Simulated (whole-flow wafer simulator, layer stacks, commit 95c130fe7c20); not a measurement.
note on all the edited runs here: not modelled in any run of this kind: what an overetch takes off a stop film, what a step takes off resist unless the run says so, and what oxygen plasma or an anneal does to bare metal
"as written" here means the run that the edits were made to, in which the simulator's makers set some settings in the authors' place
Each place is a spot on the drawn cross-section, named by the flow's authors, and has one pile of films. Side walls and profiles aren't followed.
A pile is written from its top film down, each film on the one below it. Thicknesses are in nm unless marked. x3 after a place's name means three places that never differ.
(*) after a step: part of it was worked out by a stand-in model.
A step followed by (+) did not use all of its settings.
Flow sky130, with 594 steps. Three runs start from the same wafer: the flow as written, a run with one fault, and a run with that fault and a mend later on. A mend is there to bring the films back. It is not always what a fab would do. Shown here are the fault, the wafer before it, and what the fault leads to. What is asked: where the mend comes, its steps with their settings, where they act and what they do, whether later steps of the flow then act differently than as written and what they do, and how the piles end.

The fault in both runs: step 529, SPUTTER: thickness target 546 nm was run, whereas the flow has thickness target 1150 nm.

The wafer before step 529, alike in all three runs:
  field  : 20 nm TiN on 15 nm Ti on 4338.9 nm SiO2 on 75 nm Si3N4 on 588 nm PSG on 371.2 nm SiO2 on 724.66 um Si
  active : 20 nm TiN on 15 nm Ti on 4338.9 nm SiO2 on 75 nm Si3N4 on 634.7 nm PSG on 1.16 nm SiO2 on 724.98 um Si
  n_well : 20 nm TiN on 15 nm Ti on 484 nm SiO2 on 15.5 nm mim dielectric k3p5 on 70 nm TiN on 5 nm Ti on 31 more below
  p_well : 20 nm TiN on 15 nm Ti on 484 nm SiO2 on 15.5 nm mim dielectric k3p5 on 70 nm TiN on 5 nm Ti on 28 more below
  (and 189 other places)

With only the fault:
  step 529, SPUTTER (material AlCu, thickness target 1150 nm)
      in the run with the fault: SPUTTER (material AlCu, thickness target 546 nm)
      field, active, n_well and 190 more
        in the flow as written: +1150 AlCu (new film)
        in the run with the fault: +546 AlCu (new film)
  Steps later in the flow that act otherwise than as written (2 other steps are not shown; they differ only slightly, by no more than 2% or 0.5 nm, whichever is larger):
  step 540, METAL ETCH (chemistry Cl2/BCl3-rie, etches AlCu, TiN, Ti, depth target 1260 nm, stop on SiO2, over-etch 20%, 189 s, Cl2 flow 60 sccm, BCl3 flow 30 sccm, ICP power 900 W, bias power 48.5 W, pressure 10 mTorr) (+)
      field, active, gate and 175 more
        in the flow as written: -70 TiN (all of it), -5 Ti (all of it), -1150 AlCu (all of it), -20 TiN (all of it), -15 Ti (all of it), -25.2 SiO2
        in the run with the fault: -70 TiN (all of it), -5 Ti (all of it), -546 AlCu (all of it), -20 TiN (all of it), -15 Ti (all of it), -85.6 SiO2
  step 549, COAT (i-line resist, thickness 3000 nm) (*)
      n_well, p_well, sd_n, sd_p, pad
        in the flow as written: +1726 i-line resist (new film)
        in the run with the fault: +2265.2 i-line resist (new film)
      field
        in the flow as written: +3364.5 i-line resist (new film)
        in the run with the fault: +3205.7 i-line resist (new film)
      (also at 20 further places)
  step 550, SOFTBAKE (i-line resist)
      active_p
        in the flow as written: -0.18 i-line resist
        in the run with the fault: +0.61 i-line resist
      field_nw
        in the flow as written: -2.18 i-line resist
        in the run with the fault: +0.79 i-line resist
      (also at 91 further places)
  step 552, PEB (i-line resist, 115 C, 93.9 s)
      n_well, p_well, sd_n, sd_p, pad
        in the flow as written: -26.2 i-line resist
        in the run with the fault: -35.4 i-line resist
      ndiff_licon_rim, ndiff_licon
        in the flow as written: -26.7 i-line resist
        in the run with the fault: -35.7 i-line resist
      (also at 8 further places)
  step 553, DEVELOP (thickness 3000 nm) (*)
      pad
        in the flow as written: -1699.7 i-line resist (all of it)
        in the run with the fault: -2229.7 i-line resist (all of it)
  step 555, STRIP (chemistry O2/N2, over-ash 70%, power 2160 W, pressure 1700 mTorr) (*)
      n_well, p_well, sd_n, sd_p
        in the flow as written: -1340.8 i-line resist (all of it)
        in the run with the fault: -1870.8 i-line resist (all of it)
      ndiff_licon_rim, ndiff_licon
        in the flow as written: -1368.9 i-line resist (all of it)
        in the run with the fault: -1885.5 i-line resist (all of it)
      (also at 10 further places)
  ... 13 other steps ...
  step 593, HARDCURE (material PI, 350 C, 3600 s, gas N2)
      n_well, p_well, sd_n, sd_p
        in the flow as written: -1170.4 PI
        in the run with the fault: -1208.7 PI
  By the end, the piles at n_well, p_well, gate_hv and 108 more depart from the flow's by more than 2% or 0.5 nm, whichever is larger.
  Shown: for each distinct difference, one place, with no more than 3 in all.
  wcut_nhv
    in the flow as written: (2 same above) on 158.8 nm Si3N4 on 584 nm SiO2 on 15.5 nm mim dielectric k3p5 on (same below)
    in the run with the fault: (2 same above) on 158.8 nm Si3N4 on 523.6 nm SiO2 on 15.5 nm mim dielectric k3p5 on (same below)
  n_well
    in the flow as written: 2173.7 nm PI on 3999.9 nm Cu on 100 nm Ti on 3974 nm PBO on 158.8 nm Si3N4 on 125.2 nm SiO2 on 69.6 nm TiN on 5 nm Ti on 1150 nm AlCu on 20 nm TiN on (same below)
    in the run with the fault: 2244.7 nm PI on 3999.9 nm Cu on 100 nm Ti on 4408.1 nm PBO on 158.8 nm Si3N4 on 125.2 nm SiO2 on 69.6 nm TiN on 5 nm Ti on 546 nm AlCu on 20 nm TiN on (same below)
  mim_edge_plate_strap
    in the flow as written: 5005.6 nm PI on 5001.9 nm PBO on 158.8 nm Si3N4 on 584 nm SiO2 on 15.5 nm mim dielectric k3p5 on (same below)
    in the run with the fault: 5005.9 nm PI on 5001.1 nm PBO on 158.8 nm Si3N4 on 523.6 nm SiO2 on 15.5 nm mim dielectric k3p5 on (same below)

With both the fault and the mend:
  The mend stands after step 529.
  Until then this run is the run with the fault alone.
  step 529a, SPUTTER (material AlCu, thickness target 604 nm) (the flow's step 529 again, with other settings)
      field, active, n_well and 190 more
        +604 AlCu
  Later steps of the flow that are run all act as written at every place that is followed.
  The piles end the same as the flow's at every place that both follow.
